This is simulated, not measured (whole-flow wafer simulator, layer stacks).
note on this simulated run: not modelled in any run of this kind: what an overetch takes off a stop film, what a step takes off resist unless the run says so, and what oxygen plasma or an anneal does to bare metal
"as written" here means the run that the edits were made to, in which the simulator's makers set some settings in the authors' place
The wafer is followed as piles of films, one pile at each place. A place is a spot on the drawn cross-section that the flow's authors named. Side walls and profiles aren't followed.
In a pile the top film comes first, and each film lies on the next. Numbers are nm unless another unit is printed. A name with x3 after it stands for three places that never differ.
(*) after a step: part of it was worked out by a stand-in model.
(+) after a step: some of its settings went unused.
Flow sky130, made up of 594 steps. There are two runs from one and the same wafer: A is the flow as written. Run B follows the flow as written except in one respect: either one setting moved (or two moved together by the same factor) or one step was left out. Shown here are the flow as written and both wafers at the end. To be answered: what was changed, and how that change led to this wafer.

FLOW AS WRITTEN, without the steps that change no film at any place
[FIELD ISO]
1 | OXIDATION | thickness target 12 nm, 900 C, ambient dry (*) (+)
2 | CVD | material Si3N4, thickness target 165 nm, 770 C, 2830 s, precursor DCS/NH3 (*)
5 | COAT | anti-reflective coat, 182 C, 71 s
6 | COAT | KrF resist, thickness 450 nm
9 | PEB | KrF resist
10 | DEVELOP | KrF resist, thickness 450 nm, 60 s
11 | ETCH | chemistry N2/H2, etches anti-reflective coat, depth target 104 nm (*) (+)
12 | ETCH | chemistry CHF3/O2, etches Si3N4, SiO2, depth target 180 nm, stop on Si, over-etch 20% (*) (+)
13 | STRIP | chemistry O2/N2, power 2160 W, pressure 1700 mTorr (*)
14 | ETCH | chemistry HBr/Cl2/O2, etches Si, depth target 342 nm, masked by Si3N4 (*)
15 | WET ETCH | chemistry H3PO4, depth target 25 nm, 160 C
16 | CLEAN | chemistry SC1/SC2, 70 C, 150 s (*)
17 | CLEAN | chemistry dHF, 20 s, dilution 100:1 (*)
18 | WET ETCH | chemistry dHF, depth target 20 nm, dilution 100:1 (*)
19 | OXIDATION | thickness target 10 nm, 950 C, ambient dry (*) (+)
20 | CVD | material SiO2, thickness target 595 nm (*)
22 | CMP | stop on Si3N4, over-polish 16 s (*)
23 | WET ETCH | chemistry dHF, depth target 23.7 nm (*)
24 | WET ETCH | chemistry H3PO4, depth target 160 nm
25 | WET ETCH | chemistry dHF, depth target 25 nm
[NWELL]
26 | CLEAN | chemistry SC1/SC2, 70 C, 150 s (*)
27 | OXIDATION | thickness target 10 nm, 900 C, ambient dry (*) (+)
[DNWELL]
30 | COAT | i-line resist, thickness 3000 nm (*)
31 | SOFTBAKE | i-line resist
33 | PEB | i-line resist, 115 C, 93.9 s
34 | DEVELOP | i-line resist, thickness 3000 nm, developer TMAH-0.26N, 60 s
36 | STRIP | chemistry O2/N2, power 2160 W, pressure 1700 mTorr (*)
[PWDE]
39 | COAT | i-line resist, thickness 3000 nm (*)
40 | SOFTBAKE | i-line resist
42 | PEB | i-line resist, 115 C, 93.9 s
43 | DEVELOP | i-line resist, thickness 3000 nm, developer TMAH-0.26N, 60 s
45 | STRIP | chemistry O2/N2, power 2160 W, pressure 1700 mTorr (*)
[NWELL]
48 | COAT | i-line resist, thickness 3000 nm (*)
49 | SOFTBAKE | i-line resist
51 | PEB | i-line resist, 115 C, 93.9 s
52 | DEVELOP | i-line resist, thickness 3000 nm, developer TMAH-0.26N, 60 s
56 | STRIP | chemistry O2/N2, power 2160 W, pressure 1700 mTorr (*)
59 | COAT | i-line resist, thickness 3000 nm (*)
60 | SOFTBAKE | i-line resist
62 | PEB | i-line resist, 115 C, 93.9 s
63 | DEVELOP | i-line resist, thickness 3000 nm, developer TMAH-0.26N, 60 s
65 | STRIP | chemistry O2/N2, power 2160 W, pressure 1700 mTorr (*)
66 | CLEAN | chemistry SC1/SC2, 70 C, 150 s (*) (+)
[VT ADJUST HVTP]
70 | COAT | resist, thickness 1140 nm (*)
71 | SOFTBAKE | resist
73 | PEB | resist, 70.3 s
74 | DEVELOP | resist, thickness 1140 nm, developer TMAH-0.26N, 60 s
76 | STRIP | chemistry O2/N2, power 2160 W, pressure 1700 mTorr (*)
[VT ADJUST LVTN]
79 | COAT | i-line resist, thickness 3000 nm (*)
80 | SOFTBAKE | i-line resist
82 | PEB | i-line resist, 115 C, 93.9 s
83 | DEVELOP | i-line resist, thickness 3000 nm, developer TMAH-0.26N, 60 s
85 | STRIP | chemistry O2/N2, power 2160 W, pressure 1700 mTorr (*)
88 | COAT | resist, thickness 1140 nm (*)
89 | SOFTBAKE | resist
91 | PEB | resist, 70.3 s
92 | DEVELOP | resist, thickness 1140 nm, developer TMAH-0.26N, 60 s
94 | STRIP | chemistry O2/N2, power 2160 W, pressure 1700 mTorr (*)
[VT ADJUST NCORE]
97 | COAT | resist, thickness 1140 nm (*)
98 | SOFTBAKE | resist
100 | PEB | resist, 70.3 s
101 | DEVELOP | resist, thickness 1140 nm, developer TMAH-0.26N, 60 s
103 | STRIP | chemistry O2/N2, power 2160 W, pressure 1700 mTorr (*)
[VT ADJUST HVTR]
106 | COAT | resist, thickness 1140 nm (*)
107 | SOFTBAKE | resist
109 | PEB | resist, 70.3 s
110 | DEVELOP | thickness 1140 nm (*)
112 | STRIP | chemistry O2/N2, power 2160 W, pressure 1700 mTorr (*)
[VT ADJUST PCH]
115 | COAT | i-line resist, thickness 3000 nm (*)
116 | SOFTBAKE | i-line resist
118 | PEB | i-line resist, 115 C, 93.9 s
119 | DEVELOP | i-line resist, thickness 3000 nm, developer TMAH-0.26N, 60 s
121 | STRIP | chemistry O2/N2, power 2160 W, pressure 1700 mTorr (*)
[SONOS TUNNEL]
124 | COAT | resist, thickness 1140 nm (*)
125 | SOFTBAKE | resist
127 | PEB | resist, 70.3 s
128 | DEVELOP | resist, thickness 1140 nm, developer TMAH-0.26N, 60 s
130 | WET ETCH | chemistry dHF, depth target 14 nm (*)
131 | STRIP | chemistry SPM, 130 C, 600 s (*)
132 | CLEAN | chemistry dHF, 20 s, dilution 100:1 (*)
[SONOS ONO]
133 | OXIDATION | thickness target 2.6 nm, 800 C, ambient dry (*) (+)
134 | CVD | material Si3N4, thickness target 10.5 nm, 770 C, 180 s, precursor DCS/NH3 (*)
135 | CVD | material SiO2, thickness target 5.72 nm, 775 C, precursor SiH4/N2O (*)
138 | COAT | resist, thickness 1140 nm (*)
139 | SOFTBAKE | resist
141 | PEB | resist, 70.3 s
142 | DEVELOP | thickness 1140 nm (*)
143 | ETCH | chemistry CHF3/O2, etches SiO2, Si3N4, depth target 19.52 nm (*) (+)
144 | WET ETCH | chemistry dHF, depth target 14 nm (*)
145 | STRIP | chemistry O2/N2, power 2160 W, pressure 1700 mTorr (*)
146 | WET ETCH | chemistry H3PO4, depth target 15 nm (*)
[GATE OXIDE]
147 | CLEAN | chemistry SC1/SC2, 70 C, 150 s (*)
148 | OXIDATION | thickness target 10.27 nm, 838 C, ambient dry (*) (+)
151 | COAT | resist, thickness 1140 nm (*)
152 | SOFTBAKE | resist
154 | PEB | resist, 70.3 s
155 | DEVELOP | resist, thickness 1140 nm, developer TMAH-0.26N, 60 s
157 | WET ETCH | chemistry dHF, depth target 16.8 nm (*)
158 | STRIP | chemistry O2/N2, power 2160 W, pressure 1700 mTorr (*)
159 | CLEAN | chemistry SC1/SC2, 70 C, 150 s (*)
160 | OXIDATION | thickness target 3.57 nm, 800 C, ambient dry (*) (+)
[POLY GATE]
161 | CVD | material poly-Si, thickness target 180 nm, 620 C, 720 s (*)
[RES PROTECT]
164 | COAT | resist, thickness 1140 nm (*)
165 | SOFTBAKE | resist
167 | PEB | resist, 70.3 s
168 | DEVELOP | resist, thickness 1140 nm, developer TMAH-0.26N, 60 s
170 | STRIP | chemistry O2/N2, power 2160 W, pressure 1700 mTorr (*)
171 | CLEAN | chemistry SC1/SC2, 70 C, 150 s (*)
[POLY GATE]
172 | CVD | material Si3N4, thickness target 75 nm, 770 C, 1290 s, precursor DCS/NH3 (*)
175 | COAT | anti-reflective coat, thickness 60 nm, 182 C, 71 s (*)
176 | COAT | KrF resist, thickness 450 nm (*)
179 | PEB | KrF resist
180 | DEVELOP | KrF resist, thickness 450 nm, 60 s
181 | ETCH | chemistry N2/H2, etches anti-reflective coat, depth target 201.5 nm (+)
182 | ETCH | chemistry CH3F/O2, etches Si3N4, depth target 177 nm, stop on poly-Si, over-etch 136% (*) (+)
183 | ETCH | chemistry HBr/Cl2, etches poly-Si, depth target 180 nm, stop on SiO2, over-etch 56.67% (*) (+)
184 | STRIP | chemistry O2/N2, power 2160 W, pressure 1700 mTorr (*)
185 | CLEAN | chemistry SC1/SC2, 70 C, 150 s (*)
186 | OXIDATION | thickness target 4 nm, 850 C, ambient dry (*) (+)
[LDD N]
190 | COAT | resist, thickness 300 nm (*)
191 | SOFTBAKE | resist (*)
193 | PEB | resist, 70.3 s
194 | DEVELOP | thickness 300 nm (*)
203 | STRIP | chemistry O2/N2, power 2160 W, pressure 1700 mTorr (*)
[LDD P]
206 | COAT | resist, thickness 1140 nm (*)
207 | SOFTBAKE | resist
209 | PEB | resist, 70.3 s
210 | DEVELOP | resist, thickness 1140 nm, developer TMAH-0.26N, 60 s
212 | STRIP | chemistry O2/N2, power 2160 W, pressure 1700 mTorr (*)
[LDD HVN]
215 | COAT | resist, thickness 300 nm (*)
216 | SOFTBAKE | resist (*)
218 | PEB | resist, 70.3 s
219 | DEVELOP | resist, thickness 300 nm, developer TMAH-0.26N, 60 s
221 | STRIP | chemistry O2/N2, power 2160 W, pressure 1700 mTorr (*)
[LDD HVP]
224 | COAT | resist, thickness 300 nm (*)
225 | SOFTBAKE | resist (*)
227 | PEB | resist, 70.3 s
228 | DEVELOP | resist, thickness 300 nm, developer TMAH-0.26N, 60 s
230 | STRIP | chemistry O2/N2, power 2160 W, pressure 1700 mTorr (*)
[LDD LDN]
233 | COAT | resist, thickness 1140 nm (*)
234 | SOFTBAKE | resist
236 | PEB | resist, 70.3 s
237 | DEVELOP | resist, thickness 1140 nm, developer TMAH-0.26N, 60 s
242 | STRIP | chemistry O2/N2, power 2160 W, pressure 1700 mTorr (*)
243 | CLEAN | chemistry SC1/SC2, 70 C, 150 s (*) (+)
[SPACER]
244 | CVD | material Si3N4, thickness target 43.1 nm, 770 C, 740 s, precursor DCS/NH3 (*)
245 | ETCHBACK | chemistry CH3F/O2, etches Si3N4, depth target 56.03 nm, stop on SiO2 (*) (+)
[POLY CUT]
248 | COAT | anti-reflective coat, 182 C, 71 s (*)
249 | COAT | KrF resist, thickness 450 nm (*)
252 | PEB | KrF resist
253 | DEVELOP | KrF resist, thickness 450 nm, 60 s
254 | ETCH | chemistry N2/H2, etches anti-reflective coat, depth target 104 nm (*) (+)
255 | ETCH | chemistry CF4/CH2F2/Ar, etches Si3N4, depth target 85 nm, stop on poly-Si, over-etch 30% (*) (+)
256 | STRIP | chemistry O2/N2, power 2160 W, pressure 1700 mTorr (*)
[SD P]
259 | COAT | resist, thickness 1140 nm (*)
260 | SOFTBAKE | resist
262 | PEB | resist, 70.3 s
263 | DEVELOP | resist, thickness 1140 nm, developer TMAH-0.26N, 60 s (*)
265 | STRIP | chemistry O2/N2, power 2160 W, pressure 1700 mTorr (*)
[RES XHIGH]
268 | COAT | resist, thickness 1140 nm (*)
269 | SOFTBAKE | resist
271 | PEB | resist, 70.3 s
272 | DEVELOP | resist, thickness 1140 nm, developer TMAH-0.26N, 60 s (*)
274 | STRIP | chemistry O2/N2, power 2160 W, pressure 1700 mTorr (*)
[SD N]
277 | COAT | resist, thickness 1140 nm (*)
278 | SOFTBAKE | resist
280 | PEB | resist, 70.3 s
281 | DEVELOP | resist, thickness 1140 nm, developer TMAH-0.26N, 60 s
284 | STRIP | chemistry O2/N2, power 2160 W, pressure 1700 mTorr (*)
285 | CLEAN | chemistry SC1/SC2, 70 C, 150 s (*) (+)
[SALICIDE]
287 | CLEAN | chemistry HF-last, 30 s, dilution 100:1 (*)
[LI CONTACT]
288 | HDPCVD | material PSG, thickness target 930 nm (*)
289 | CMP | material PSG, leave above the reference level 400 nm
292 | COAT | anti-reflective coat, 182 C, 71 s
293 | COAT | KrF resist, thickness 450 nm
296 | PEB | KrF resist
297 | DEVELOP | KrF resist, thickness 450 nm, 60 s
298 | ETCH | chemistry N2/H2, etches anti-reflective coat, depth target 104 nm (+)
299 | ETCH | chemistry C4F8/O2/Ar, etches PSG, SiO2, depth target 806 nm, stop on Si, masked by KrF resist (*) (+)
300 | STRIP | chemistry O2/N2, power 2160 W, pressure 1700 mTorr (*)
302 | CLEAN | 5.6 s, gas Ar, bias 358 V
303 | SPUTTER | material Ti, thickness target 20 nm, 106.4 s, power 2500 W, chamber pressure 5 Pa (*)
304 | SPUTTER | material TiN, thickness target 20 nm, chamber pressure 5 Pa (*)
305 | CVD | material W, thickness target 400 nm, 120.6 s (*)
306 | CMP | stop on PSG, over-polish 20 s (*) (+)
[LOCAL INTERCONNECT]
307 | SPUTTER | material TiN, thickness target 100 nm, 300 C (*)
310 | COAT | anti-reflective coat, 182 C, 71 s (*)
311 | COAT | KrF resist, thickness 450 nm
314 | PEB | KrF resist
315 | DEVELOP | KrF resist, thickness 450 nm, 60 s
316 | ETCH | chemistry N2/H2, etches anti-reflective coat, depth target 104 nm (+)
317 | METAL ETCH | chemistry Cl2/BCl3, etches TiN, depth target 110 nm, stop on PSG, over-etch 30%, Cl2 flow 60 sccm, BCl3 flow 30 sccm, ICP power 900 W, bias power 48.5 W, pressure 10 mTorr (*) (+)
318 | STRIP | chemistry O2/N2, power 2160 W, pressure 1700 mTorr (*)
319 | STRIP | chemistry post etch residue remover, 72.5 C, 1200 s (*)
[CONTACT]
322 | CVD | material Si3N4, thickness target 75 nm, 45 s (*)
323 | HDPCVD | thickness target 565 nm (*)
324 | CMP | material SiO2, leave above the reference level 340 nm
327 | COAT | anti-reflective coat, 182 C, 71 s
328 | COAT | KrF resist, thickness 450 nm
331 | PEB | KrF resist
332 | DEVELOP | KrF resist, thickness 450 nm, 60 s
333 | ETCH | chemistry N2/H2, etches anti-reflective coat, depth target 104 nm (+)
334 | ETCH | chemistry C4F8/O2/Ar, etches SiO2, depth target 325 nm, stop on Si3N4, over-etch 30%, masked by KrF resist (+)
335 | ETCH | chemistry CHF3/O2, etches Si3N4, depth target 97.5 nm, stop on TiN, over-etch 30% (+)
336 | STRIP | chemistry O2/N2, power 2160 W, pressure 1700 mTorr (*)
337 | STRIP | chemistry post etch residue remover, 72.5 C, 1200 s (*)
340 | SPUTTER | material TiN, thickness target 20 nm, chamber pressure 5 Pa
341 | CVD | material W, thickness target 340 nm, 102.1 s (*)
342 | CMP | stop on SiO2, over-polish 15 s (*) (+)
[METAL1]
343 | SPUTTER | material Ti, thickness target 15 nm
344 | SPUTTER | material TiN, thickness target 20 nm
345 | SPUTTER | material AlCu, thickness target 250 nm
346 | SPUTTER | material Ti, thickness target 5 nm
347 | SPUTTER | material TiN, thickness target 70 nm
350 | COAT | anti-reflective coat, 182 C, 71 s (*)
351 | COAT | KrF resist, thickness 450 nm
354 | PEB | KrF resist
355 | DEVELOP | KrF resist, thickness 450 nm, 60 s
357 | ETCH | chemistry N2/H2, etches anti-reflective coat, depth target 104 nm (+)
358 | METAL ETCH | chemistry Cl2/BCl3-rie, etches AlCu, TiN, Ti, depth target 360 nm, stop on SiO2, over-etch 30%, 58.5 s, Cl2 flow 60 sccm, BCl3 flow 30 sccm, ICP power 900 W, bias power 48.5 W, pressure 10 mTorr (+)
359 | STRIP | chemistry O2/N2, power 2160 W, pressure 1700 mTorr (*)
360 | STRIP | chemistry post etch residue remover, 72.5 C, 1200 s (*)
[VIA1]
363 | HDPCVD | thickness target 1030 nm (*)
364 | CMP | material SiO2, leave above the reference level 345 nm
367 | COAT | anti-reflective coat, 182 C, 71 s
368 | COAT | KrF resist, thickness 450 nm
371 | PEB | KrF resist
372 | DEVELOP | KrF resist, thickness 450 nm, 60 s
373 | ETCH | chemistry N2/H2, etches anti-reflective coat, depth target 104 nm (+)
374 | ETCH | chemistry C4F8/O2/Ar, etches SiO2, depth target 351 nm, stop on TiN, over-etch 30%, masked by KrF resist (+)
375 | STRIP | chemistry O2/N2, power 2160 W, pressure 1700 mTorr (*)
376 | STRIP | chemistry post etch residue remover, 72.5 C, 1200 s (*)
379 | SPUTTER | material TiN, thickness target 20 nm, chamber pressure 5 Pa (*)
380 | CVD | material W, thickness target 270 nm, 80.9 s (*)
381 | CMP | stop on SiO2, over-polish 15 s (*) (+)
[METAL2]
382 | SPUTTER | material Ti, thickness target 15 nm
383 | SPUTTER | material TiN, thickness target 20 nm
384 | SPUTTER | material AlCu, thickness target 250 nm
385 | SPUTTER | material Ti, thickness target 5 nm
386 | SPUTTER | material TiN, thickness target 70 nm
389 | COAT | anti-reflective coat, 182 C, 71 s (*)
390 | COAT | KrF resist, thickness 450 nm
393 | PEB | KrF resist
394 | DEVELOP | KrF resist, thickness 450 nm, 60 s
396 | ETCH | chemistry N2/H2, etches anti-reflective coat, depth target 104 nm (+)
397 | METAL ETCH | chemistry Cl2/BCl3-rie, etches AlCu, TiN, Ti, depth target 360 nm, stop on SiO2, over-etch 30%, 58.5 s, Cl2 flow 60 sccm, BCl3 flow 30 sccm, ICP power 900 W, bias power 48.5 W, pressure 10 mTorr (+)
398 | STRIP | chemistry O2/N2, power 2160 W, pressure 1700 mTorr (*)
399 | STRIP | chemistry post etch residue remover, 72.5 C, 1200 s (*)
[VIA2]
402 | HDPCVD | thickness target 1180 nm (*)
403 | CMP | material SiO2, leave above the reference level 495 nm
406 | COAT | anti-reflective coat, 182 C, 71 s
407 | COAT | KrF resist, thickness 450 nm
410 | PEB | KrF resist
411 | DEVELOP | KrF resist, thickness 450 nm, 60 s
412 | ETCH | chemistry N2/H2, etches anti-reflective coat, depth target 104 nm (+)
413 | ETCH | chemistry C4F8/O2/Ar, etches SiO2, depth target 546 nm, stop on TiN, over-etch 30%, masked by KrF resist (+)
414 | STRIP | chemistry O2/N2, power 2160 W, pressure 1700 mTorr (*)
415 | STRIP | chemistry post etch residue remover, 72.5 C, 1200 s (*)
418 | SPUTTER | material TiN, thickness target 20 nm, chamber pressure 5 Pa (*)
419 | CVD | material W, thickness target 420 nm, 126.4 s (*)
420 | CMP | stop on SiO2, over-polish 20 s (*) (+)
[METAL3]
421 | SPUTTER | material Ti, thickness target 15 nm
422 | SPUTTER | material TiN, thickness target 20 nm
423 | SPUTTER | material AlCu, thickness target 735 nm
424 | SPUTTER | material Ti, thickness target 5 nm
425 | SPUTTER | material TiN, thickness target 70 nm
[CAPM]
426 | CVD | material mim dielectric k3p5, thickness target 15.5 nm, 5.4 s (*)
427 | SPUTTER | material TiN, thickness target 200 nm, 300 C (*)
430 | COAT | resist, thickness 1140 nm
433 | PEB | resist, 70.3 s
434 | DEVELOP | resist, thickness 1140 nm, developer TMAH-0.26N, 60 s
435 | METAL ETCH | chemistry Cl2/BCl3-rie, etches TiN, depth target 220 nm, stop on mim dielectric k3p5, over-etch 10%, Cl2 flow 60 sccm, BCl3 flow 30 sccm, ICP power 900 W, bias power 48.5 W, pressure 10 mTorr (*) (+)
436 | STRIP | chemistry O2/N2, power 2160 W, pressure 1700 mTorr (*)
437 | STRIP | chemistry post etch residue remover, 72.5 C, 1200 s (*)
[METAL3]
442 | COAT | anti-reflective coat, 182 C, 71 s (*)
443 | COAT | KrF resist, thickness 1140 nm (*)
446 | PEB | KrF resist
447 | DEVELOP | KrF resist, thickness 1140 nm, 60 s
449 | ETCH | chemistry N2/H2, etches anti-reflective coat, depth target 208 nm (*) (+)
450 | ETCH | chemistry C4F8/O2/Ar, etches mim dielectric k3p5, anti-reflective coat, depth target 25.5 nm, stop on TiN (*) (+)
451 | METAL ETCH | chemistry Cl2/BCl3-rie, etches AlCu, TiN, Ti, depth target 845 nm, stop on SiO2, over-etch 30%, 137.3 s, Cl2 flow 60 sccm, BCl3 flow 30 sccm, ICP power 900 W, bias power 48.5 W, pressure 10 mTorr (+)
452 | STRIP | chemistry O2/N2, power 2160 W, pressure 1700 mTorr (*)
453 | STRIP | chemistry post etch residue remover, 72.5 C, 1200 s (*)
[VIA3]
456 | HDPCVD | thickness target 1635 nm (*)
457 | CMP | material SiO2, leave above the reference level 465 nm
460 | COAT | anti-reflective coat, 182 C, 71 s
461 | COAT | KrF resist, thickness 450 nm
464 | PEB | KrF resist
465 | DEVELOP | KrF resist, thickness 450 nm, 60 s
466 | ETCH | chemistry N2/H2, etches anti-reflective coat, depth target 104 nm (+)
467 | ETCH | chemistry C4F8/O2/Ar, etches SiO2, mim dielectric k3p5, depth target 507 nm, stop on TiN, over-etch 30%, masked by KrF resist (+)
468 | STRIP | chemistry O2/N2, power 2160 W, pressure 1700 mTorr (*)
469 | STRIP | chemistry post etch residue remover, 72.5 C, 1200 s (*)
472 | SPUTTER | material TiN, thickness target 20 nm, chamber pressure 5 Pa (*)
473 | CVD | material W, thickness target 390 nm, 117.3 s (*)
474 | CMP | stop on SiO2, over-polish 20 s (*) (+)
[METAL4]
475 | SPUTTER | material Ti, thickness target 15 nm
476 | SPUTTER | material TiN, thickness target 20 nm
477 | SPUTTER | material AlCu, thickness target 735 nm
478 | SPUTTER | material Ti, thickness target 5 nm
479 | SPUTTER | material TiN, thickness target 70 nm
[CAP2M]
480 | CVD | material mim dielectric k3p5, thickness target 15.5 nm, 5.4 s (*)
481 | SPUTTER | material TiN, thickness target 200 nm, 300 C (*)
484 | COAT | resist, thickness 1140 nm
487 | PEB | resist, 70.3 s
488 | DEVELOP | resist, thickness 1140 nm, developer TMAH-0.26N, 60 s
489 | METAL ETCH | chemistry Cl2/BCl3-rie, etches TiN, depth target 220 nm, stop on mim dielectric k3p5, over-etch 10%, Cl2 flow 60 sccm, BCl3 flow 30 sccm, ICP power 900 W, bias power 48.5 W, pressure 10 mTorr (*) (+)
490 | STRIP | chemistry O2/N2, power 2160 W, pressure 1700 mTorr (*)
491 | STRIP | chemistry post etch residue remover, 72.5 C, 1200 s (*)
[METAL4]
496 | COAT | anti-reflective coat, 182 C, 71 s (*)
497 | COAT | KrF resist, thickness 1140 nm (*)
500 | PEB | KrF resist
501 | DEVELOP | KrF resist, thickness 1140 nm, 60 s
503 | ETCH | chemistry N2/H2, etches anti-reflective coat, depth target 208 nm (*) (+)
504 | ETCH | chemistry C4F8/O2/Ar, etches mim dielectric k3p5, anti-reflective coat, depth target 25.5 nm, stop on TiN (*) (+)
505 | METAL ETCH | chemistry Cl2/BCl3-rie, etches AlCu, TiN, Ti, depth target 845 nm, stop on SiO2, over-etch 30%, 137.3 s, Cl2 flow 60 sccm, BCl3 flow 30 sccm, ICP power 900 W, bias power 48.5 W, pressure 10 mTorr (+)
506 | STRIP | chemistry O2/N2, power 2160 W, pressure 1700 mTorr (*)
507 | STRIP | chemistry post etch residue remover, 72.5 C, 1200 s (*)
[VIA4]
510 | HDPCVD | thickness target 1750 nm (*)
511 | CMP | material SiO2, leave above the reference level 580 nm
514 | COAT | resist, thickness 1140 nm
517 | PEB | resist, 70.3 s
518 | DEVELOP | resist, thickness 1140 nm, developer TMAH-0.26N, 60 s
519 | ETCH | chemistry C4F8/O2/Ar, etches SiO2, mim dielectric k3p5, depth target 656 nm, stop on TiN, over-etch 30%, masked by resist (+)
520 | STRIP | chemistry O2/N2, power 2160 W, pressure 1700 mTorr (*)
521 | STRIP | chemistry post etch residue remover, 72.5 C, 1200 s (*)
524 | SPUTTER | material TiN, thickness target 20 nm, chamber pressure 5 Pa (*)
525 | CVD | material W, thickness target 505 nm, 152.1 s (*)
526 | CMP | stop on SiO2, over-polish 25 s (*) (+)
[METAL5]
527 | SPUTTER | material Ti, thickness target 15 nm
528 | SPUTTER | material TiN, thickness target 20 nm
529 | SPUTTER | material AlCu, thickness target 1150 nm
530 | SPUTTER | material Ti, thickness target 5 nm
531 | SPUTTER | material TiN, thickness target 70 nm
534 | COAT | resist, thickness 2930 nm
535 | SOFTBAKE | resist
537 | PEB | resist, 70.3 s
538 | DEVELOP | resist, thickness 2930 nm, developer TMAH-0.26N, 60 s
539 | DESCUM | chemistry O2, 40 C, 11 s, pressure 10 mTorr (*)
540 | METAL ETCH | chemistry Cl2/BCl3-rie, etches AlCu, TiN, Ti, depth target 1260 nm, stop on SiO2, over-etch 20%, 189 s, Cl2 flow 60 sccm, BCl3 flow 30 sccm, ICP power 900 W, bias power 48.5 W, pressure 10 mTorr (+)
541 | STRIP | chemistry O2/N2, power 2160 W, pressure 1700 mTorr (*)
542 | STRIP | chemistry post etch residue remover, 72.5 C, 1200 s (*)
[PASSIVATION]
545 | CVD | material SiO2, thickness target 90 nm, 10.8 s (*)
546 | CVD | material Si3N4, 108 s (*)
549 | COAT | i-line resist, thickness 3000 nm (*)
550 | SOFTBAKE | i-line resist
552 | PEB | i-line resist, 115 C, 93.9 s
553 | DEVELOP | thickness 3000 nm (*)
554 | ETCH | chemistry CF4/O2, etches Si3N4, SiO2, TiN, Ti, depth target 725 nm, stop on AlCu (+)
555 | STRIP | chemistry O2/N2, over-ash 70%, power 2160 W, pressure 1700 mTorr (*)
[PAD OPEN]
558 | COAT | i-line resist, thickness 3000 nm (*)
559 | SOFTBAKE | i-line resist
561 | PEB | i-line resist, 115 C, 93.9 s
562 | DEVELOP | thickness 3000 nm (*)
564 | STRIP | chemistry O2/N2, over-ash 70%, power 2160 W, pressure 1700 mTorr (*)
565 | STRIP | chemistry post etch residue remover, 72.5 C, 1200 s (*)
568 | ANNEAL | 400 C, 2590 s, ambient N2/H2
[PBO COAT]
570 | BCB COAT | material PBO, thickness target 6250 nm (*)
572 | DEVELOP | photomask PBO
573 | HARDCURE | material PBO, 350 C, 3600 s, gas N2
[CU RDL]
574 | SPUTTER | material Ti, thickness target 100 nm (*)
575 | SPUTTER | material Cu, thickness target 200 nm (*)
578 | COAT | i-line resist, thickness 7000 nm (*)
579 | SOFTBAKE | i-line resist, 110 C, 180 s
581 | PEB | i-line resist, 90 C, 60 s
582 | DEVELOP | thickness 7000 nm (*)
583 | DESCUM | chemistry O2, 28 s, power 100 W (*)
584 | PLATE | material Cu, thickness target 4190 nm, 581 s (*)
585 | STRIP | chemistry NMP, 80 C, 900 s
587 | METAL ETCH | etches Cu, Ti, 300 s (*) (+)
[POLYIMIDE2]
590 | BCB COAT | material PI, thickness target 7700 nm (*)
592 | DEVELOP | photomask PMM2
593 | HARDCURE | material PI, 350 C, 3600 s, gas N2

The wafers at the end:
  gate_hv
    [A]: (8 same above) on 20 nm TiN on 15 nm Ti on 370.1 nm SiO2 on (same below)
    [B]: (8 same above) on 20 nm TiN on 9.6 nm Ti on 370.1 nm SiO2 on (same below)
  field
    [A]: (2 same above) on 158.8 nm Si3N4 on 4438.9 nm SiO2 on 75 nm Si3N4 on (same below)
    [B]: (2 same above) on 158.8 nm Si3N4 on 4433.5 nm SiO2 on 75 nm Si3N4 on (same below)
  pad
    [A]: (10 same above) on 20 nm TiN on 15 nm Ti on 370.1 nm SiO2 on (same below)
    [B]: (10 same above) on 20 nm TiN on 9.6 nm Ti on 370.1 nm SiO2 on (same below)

What caused this: step 475, SPUTTER: thickness target 9.6 nm was run, while the flow as written has thickness target 15 nm.
One can read it off the wafer: gate_hv has Ti 9.6, and step 475 as written asks for 15 nm.

How this came from the change, step by step:
  475 | SPUTTER | material Ti, thickness target 15 nm
      field, active, n_well and 189 more: A +15 Ti (new film) | B +9.6 Ti (new film)
  505 | METAL ETCH | chemistry Cl2/BCl3-rie, etches AlCu, TiN, Ti, depth target 845 nm, stop on SiO2, over-etch 30%, 137.3 s, Cl2 flow 60 sccm, BCl3 flow 30 sccm, ICP power 900 W, bias power 48.5 W, pressure 10 mTorr (+)
      field, gate, spacer and 68 more: A -70 TiN (all of it), -5 Ti (all of it), -735 AlCu (all of it), -20 TiN (all of it), -15 Ti (all of it), -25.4 SiO2 | B -70 TiN (all of it), -5 Ti (all of it), -735 AlCu (all of it), -20 TiN (all of it), -9.6 Ti (all of it), -25.9 SiO2
      active, vpp_iso1, mim_edge_plate and 14 more: A -70 TiN (all of it), -5 Ti (all of it), -735 AlCu (all of it), -20 TiN (all of it), -15 Ti (all of it), -25.3 SiO2 | B -70 TiN (all of it), -5 Ti (all of it), -735 AlCu (all of it), -20 TiN (all of it), -9.6 Ti (all of it), -25.9 SiO2
